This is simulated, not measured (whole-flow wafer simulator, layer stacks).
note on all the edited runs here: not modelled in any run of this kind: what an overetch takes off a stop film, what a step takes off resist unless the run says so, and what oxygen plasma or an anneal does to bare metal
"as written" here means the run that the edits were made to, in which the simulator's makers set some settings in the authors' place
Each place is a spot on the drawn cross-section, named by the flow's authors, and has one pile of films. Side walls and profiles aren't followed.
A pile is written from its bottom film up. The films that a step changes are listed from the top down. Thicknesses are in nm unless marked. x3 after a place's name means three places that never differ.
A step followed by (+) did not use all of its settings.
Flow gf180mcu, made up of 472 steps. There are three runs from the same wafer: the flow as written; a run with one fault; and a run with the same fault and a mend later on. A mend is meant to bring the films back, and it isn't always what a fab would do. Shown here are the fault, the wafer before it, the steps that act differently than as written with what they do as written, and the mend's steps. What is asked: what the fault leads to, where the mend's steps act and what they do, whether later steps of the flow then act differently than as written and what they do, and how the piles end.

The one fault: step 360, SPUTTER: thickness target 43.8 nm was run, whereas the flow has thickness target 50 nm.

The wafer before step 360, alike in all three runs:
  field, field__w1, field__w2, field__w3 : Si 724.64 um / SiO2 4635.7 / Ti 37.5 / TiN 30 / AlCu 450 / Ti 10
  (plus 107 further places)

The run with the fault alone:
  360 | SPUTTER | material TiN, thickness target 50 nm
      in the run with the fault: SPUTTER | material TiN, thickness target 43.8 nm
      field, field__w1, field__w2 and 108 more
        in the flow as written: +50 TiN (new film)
        in the run with the fault: +43.8 TiN (new film)
  Steps further on in the flow that do not act as written (5 more steps, not shown, differ only slightly: by at most 2% or 0.5 nm, whichever is larger):
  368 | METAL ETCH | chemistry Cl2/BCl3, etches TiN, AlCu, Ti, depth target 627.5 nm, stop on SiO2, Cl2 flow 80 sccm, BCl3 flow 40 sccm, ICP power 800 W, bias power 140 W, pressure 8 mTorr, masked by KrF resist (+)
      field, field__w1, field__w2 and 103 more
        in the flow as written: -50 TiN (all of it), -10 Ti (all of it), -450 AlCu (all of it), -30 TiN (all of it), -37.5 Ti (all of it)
        in the run with the fault: -43.8 TiN (all of it), -10 Ti (all of it), -450 AlCu (all of it), -30 TiN (all of it), -37.5 Ti (all of it)
  The piles end different from the flow's at field__w8, contact, m1, m1__w1, m1_nw by more than 2% or 0.5 nm, whichever is larger.
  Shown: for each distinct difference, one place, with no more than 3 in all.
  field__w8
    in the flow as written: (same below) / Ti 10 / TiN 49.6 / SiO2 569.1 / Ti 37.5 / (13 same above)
    in the run with the fault: (same below) / Ti 10 / TiN 43.4 / SiO2 575.3 / Ti 37.5 / (13 same above)
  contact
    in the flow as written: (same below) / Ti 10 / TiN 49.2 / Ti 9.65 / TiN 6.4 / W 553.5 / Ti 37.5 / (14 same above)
    in the run with the fault: (same below) / Ti 10 / TiN 43 / Ti 9.62 / TiN 6.38 / W 559.8 / Ti 37.5 / (14 same above)

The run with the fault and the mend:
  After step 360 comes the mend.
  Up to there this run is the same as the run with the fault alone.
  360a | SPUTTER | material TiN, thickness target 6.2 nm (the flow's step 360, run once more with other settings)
      field, field__w1, field__w2 and 108 more
        +6.2 TiN
  None of the later steps of the flow acts differently than as written at any place that is followed.
  The piles end the same as the flow's at every place that both follow.
